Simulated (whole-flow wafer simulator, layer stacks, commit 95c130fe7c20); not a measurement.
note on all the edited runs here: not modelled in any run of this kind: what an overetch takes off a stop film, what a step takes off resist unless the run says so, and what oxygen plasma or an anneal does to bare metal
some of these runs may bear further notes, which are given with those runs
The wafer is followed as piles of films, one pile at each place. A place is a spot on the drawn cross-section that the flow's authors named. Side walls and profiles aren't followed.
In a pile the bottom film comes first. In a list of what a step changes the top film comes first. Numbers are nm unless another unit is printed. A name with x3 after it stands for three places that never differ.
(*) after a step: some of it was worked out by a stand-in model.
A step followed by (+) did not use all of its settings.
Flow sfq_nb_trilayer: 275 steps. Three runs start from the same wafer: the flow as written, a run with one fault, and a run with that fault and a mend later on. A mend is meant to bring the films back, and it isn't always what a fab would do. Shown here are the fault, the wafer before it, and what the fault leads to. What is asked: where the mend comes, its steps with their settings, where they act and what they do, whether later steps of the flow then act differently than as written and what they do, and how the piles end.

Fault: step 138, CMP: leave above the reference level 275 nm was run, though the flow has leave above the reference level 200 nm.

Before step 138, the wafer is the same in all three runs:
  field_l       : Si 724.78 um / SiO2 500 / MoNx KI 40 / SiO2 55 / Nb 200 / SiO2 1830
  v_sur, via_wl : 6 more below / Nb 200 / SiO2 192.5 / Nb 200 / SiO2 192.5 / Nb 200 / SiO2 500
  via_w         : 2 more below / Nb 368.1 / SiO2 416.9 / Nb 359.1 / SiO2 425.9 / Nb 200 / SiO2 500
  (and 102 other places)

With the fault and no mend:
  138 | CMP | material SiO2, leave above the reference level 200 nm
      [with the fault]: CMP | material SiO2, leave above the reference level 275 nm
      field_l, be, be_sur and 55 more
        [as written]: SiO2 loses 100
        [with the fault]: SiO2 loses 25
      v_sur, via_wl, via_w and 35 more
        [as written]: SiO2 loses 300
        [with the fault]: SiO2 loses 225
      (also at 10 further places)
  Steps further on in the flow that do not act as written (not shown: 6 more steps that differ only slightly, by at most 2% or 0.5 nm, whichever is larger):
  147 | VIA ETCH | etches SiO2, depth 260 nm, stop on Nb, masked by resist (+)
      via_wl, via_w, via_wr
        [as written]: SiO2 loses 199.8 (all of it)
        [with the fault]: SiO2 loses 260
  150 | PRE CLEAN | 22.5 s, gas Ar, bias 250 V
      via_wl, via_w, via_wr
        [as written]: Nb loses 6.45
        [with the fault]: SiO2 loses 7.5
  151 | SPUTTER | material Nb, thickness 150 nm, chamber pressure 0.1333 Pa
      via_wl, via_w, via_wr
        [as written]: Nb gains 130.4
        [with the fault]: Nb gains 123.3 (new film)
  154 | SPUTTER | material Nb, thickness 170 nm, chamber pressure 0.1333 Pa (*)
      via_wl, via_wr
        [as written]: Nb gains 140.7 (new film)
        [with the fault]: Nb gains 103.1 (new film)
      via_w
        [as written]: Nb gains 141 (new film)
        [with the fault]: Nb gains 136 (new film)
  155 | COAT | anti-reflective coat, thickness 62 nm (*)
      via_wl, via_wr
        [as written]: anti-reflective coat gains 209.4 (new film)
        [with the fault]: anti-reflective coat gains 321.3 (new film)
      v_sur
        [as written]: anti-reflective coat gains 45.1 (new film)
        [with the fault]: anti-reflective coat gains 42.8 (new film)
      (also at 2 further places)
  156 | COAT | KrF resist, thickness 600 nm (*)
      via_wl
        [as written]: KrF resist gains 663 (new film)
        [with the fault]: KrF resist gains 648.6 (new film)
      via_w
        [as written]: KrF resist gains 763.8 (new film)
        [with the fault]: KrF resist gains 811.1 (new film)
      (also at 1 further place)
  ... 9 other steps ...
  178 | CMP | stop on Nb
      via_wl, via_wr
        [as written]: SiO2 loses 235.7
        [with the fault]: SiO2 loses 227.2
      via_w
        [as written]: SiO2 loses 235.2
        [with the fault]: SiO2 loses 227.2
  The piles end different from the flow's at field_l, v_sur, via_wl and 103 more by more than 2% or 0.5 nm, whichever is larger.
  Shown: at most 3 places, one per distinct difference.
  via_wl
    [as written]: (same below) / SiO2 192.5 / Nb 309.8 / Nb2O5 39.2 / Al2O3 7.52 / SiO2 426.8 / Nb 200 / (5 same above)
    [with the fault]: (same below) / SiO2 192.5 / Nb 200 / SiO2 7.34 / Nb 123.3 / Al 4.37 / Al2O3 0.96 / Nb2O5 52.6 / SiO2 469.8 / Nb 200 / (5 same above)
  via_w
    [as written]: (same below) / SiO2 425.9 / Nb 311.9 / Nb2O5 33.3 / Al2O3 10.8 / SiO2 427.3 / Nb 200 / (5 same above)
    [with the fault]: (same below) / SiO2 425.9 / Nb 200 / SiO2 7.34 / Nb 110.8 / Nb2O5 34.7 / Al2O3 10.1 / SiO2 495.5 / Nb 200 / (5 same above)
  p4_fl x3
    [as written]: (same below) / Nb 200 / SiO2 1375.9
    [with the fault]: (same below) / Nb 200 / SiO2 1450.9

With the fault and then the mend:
  The mend stands after step 139.
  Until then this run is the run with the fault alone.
  139a | CMP | material SiO2, leave above the reference level 200 nm (the flow's step 138 again)
      field_l, v_sur, via_wl and 103 more
        SiO2 loses 75
  Later steps of the flow that are run all act as written at every place that is followed.
  By the end, the piles equal the flow's at every place that both follow.
